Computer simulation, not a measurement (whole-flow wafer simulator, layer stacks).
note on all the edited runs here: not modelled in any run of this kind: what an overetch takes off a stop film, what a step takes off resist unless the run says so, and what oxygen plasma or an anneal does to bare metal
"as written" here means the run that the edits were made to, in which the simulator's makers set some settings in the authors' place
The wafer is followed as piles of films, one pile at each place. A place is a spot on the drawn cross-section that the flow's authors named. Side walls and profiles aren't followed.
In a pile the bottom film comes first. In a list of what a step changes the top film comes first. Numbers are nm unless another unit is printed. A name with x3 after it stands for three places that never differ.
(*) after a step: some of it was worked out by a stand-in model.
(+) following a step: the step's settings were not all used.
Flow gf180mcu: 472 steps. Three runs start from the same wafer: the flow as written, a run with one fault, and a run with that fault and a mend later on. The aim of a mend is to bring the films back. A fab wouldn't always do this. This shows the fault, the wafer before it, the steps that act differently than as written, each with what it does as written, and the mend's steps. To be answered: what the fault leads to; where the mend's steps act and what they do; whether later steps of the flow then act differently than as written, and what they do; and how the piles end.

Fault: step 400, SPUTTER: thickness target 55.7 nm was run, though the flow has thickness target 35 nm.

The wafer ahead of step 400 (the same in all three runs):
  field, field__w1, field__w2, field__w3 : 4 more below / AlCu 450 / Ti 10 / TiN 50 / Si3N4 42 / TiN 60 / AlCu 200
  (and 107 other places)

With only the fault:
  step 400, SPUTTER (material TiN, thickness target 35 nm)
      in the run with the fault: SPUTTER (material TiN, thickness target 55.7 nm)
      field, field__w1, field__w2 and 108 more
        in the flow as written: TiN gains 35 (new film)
        in the run with the fault: TiN gains 55.7 (new film)
  Steps later in the flow that act otherwise than as written (5 other steps are not shown; they differ only slightly, by no more than 2% or 0.5 nm, whichever is larger):
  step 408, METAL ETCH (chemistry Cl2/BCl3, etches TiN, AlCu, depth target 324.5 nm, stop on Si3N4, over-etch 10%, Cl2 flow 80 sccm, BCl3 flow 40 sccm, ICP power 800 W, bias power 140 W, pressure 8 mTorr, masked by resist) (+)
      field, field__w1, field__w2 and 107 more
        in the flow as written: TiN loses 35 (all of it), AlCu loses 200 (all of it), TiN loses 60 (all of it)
        in the run with the fault: TiN loses 55.7 (all of it), AlCu loses 200 (all of it), TiN loses 60 (all of it)
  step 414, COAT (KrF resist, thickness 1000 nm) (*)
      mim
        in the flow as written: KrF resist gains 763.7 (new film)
        in the run with the fault: KrF resist gains 748 (new film)
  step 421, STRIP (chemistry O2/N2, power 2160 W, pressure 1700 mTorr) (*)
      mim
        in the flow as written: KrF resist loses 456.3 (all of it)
        in the run with the fault: KrF resist loses 440.8 (all of it)
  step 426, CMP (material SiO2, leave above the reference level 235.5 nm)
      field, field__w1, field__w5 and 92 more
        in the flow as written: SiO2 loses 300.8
        in the run with the fault: SiO2 loses 280.1
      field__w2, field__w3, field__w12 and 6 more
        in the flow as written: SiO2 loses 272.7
        in the run with the fault: SiO2 loses 252
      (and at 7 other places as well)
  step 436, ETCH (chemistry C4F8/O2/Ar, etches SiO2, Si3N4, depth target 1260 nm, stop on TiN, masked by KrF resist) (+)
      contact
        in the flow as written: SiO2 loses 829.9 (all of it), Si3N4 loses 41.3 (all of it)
        in the run with the fault: SiO2 loses 850.6 (all of it), Si3N4 loses 41.3 (all of it)
  By the end, the piles at field__w8, contact, m1, m1__w1, mim, m1_nw depart from the flow's by more than 2% or 0.5 nm, whichever is larger.
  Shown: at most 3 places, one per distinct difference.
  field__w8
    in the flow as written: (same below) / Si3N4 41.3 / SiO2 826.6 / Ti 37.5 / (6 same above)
    in the run with the fault: (same below) / Si3N4 41.3 / SiO2 847.3 / Ti 37.5 / (6 same above)
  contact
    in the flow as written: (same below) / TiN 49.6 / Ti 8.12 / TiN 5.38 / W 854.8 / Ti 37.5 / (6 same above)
    in the run with the fault: (same below) / TiN 49.6 / Ti 8.02 / TiN 5.32 / W 875.7 / Ti 37.5 / (6 same above)
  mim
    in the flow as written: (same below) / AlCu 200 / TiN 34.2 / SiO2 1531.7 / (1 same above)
    in the run with the fault: (same below) / AlCu 200 / TiN 54.9 / SiO2 1531.7 / (1 same above)

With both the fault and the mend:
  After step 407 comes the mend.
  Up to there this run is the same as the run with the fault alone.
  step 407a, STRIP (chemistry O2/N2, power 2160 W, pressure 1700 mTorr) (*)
      mim
        resist loses 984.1 (all of it)
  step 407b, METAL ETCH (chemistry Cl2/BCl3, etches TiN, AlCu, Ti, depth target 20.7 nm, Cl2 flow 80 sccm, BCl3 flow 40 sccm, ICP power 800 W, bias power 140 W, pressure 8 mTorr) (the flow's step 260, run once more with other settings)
      field, field__w1, field__w2 and 108 more
        TiN loses 20.7
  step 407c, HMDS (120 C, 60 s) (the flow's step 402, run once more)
      does not change any film at any place that is followed
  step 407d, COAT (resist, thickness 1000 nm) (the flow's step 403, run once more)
      field, field__w1, field__w2 and 108 more
        resist gains 1000 (new film)
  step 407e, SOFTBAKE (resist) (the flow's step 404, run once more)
      does not change any film at any place that is followed
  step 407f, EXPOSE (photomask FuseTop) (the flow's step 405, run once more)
      does not change any film at any place that is followed
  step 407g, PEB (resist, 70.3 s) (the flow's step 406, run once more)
      field, field__w1, field__w2 and 108 more
        resist loses 15.9
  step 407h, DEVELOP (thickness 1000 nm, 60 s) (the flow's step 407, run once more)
      field, field__w1, field__w2 and 107 more
        resist loses 984.1 (all of it)
  Every later step of the flow that is run acts as written at every place that is followed.
  By the end, the piles equal the flow's at every place that both follow.
